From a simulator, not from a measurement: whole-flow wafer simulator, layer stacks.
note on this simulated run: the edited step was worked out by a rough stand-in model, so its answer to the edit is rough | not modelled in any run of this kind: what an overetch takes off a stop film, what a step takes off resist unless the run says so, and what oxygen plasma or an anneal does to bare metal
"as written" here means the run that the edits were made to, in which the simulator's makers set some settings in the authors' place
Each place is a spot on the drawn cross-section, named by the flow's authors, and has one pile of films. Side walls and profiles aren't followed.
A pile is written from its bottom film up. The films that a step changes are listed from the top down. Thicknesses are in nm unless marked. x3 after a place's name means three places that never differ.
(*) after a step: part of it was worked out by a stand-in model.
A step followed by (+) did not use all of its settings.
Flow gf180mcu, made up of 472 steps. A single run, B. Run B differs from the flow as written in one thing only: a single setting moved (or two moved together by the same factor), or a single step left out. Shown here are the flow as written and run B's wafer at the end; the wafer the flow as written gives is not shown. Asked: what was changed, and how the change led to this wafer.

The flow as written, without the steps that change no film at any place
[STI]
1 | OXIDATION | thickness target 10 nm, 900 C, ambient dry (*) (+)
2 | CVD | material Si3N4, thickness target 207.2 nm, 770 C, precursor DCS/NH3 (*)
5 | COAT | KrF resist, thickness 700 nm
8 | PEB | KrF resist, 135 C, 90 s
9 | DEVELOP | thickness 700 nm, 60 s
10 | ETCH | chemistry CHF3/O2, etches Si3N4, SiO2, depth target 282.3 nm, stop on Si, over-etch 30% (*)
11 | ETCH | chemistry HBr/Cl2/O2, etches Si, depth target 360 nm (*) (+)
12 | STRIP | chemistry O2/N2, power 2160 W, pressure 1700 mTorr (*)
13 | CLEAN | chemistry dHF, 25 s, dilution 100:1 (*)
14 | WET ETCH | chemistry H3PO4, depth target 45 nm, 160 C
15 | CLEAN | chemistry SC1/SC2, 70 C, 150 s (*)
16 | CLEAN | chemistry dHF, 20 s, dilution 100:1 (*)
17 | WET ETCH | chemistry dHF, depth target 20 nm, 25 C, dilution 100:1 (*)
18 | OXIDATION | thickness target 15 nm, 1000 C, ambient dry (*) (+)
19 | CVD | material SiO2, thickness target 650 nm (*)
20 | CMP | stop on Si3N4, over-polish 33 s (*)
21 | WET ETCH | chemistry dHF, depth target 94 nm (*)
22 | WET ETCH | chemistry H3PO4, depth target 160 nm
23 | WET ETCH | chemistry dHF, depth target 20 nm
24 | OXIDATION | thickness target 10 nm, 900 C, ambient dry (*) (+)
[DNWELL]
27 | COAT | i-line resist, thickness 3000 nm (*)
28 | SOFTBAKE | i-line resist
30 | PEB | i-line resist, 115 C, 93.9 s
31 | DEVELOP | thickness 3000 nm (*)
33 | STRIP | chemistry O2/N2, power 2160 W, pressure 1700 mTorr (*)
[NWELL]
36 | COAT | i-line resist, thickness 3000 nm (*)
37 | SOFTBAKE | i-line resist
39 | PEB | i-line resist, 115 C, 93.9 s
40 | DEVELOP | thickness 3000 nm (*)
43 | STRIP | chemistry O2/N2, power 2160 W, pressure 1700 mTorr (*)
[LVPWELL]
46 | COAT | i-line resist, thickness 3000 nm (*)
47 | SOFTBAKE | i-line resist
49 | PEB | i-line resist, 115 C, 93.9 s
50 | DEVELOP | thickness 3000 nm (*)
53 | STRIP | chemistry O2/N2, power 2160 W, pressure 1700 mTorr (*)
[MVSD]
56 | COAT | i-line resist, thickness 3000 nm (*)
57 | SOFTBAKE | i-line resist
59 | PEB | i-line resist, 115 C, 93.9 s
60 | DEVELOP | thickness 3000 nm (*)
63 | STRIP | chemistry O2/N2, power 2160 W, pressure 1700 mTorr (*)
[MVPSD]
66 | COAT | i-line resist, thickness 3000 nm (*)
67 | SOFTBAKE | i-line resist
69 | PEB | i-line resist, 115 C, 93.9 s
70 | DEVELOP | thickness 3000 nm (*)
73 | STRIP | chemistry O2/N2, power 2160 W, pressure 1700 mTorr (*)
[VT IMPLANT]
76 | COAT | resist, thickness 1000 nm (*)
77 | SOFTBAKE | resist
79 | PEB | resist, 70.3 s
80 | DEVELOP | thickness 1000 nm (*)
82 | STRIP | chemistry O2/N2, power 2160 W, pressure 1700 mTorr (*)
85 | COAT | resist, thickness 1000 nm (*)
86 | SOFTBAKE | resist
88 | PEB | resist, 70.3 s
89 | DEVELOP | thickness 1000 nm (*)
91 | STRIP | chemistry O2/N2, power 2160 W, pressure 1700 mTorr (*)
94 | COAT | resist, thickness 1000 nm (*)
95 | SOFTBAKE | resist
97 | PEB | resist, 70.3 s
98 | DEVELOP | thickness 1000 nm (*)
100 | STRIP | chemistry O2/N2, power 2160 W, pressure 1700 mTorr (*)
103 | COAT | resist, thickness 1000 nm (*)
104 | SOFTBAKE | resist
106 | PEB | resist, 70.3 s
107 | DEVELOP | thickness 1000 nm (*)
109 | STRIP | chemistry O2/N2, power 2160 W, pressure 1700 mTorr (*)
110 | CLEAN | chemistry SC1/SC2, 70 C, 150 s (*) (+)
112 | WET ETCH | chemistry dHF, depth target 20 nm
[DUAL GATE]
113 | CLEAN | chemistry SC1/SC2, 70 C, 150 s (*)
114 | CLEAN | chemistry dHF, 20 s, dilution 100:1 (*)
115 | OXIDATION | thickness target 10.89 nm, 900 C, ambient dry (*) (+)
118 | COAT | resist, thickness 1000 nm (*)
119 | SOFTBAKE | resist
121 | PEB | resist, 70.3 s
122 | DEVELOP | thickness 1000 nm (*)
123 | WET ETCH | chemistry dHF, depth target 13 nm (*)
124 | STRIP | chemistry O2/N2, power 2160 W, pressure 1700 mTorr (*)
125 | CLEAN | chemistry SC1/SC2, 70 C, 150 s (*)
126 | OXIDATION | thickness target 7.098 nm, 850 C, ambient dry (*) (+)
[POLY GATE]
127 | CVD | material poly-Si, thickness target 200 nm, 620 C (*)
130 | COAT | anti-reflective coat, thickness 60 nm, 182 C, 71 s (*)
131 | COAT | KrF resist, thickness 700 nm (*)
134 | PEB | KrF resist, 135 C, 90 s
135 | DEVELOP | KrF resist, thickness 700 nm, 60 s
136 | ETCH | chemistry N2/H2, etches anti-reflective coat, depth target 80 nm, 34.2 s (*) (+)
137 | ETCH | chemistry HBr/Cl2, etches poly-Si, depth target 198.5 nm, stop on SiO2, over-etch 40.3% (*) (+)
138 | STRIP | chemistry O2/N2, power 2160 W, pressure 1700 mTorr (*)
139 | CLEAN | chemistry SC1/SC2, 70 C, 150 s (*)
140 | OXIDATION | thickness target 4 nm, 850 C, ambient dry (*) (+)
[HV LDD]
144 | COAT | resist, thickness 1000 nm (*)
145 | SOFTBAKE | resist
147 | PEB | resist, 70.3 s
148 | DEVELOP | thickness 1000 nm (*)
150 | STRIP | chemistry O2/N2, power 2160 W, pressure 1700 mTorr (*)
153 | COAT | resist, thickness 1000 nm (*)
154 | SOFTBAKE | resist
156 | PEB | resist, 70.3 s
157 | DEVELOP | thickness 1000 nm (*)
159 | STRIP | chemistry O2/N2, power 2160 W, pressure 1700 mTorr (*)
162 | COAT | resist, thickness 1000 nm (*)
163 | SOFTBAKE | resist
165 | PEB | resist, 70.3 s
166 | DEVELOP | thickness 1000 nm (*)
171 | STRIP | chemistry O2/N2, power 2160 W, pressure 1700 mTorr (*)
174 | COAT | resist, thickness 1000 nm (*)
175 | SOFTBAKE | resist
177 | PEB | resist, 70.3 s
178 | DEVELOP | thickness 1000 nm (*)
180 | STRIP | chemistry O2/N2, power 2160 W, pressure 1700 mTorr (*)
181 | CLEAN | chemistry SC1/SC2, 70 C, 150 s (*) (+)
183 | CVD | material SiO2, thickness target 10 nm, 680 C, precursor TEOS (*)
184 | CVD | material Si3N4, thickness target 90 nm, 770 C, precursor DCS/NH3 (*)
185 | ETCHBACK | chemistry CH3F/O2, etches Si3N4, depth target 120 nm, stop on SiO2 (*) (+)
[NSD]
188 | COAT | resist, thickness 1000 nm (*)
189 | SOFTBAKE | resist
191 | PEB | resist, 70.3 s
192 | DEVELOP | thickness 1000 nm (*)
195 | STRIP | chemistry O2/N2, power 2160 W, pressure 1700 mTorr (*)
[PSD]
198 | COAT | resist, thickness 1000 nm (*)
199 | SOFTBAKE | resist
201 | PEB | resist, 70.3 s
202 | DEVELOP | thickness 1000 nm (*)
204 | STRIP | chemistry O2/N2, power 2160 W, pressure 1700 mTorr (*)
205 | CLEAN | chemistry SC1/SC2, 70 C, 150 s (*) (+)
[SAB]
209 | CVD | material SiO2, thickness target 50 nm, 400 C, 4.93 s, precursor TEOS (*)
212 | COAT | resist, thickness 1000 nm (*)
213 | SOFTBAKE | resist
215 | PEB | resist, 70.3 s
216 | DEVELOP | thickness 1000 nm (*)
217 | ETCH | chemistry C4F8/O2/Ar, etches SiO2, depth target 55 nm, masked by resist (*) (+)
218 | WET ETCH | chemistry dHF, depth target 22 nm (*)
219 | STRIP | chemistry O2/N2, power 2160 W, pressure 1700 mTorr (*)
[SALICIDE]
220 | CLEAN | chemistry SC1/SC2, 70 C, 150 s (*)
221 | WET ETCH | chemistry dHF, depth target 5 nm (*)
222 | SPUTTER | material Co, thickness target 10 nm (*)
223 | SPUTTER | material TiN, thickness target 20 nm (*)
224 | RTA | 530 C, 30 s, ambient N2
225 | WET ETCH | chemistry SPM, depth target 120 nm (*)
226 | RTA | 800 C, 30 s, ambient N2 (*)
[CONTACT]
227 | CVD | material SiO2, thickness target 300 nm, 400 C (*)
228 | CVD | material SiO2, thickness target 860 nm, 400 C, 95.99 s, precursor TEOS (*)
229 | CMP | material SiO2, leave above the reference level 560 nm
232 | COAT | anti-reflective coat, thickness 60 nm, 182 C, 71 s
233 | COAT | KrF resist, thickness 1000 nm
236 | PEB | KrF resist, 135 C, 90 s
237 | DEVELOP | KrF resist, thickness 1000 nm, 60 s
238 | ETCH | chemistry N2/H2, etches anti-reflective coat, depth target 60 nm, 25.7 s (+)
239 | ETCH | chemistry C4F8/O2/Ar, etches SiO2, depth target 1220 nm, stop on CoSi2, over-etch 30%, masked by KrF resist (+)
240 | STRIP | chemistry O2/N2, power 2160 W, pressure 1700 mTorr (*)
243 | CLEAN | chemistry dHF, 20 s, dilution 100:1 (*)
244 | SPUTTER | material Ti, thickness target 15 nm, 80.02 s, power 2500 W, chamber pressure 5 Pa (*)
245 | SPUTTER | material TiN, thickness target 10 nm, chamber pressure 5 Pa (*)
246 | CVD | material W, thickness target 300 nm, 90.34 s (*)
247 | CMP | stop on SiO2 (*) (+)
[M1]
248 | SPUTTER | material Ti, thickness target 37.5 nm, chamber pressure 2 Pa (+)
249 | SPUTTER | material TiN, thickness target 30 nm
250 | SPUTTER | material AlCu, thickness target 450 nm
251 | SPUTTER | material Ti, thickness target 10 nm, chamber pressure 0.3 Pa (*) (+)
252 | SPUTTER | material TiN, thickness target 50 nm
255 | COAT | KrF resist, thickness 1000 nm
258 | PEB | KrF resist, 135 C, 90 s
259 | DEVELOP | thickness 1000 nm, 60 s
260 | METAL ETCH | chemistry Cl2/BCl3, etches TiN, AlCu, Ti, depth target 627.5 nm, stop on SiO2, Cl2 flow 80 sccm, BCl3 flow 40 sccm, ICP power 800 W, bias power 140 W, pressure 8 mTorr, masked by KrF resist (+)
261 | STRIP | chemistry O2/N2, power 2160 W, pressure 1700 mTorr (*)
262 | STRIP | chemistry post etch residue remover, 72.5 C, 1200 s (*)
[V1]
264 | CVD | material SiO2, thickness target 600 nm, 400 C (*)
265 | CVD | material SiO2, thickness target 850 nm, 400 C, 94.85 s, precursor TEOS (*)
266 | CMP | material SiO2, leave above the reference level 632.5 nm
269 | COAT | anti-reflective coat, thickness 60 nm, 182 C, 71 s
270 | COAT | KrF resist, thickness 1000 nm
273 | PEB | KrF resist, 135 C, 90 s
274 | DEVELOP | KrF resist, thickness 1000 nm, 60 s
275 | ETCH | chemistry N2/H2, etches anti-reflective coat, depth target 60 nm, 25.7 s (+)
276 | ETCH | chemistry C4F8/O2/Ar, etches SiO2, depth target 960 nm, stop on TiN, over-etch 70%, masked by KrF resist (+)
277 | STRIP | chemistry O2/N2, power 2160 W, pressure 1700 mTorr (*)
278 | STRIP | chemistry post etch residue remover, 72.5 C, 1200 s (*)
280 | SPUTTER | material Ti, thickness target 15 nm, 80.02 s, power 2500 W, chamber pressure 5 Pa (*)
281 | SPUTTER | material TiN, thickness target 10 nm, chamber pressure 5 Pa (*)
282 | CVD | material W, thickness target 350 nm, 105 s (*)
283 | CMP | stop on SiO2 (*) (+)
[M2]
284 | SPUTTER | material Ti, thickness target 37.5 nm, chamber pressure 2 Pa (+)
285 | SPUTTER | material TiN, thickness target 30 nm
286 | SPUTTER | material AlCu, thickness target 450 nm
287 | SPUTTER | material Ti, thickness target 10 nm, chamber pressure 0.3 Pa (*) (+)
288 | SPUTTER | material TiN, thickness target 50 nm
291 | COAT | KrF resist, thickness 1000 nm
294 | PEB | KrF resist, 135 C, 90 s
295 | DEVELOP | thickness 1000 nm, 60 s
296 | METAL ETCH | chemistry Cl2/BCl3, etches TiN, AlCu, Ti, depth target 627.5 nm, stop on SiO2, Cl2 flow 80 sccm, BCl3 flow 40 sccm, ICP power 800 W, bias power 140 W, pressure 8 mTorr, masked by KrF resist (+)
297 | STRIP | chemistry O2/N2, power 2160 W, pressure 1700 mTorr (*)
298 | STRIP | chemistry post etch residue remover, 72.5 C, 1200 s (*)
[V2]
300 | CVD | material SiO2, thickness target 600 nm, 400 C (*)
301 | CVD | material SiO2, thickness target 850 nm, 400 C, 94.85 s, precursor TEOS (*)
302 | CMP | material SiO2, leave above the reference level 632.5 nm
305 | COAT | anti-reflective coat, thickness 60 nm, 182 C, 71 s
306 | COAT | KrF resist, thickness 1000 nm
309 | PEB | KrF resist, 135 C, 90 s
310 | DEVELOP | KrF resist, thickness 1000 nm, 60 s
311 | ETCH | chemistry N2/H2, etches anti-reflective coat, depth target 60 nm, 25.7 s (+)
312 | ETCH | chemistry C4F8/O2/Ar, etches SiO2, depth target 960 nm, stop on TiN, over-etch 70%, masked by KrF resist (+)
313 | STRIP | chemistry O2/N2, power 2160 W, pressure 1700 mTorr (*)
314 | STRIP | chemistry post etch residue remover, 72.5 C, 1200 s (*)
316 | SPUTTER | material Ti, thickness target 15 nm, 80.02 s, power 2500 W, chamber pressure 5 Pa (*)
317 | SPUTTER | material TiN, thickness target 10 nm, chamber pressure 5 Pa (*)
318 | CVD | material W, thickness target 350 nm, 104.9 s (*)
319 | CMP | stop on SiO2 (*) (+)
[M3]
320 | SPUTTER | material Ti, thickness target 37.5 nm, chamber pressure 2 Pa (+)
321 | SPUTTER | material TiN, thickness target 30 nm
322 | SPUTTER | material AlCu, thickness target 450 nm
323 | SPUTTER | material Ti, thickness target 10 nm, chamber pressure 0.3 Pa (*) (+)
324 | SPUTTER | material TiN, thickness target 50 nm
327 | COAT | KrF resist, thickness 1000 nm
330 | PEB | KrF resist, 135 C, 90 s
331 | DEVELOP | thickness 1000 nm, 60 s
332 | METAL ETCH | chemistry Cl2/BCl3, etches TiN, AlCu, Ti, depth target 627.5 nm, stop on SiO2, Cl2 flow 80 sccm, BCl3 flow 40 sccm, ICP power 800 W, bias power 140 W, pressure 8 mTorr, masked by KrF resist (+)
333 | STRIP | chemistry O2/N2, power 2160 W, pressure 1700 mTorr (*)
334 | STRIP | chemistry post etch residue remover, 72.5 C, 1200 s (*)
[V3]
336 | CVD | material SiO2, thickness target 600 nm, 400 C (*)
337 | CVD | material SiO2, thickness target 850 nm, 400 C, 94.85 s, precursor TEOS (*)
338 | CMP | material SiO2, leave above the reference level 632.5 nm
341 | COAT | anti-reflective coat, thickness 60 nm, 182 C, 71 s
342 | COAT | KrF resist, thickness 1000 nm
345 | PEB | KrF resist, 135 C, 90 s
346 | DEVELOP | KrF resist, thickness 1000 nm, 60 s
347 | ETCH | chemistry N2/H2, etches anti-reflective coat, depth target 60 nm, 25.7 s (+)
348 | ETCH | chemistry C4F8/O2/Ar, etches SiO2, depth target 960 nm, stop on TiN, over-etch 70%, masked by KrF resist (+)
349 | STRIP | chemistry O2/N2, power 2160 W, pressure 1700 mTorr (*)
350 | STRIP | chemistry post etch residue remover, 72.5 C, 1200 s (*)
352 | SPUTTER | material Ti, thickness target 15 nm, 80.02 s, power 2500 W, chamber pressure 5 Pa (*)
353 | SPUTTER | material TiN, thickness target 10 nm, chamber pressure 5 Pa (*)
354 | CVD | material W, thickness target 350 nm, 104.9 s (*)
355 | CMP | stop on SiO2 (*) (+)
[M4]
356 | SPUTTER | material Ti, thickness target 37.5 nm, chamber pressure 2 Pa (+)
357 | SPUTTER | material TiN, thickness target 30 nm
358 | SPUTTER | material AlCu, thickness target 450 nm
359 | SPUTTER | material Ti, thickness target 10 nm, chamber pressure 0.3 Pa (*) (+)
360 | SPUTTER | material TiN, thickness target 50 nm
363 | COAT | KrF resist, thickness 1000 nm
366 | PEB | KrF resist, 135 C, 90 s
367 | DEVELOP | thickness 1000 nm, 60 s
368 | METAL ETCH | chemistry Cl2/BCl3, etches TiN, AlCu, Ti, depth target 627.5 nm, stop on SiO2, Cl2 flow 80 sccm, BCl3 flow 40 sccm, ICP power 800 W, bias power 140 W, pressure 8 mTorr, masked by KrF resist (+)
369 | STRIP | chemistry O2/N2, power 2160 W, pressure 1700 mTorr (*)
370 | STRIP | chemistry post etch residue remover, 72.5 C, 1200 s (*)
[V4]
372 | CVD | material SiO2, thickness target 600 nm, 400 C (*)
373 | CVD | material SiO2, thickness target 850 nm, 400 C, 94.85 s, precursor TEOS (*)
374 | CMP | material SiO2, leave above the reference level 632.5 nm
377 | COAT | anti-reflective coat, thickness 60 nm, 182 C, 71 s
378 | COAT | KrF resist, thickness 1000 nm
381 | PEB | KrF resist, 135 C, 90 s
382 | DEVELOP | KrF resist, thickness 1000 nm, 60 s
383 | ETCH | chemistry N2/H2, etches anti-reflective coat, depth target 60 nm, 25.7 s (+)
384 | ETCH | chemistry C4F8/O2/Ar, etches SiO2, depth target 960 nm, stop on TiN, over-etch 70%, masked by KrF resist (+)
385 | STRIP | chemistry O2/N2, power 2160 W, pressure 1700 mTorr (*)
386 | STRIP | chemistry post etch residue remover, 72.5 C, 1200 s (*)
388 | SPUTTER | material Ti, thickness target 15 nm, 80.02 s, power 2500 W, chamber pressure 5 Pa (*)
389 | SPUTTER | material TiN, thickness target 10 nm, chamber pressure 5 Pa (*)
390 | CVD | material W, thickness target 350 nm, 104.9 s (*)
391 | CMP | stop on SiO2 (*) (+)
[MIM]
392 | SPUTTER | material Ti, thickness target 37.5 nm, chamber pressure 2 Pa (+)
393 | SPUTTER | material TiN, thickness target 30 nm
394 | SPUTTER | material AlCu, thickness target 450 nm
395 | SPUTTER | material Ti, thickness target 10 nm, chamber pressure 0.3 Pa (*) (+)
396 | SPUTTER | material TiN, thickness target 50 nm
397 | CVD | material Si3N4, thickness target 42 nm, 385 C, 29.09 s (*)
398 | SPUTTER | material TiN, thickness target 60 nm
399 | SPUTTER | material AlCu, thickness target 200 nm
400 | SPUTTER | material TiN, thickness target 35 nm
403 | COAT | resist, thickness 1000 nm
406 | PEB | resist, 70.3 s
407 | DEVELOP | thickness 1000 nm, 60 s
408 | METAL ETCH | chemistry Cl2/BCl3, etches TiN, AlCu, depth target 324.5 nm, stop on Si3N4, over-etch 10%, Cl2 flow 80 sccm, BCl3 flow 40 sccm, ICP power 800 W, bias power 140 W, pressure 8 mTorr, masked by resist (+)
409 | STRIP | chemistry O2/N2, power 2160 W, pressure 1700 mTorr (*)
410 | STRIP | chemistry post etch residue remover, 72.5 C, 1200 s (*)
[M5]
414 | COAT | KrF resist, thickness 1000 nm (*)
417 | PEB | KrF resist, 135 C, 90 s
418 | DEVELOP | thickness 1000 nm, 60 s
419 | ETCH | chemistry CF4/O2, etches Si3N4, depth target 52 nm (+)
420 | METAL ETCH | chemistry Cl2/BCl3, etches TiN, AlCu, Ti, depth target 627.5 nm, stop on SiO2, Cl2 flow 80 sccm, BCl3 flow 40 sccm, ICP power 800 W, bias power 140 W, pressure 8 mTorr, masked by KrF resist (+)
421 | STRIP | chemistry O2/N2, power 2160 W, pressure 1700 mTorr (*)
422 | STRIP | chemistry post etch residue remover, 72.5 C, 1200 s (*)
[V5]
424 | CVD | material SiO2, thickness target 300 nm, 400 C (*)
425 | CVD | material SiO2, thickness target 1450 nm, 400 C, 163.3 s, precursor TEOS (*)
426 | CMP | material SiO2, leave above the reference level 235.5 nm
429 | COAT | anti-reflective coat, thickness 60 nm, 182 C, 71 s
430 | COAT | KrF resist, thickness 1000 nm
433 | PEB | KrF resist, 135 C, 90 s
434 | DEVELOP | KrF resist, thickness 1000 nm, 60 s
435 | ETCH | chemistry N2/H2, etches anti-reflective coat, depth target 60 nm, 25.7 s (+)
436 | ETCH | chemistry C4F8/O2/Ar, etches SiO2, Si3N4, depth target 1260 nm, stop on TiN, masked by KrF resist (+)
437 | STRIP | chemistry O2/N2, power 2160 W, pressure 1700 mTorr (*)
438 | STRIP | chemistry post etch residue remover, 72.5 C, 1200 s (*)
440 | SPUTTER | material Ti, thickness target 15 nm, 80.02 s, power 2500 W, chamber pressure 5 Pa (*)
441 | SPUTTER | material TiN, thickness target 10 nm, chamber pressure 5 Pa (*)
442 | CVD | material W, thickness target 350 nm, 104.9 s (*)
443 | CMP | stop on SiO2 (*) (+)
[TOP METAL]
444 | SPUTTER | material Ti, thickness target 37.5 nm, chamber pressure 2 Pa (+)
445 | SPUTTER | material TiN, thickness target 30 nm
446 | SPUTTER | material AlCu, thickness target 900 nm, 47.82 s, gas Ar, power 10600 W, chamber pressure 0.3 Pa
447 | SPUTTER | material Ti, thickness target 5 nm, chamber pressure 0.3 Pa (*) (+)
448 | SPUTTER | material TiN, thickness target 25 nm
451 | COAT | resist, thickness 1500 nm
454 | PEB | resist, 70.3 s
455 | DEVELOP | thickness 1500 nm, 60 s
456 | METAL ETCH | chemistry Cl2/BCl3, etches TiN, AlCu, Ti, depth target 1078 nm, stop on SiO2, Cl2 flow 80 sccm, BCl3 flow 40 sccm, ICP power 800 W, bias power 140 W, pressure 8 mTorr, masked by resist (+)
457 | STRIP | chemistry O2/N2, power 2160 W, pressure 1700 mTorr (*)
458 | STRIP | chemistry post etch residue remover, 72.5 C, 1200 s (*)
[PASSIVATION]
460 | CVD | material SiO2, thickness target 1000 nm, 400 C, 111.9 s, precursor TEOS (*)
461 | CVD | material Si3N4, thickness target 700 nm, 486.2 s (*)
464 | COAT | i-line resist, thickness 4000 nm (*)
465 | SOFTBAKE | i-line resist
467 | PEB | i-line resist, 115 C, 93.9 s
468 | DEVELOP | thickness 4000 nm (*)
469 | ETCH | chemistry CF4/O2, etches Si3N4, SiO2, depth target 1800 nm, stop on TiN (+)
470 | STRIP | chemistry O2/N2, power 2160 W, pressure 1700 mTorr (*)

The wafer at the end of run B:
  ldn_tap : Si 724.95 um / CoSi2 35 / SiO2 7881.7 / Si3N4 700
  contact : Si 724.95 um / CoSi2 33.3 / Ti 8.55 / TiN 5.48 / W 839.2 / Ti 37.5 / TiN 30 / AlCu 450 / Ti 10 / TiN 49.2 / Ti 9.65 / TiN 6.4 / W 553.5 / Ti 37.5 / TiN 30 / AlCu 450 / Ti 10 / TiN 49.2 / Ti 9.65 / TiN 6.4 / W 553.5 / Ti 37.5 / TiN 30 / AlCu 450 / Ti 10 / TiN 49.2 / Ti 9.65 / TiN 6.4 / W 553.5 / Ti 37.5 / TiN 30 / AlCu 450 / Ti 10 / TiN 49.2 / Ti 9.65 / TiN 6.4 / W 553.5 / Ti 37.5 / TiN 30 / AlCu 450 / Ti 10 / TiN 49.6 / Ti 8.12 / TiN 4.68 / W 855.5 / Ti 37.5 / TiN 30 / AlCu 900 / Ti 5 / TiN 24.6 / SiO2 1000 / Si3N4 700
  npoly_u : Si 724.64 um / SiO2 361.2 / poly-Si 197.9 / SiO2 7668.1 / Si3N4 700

The reason: step 441, SPUTTER: thickness target 8.7 nm was run, while the flow as written has thickness target 10 nm.

The path from the change to this, step by step:
  441 | SPUTTER | material TiN, thickness target 10 nm, chamber pressure 5 Pa (*)
      field, field__w1, field__w2 and 108 more: +8.7 TiN (new film) (as written it would have been: +10 TiN (new film))
      contact: +4.68 TiN (new film) (as written it would have been: +5.38 TiN (new film))
  443 | CMP | stop on SiO2 (*) (+)
      field, field__w1, field__w2 and 108 more: -350 W (all of it), -8.7 TiN (all of it), -15 Ti (all of it), -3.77 SiO2 (as written it would have been: -350 W (all of it), -10 TiN (all of it), -15 Ti (all of it), -3.78 SiO2)
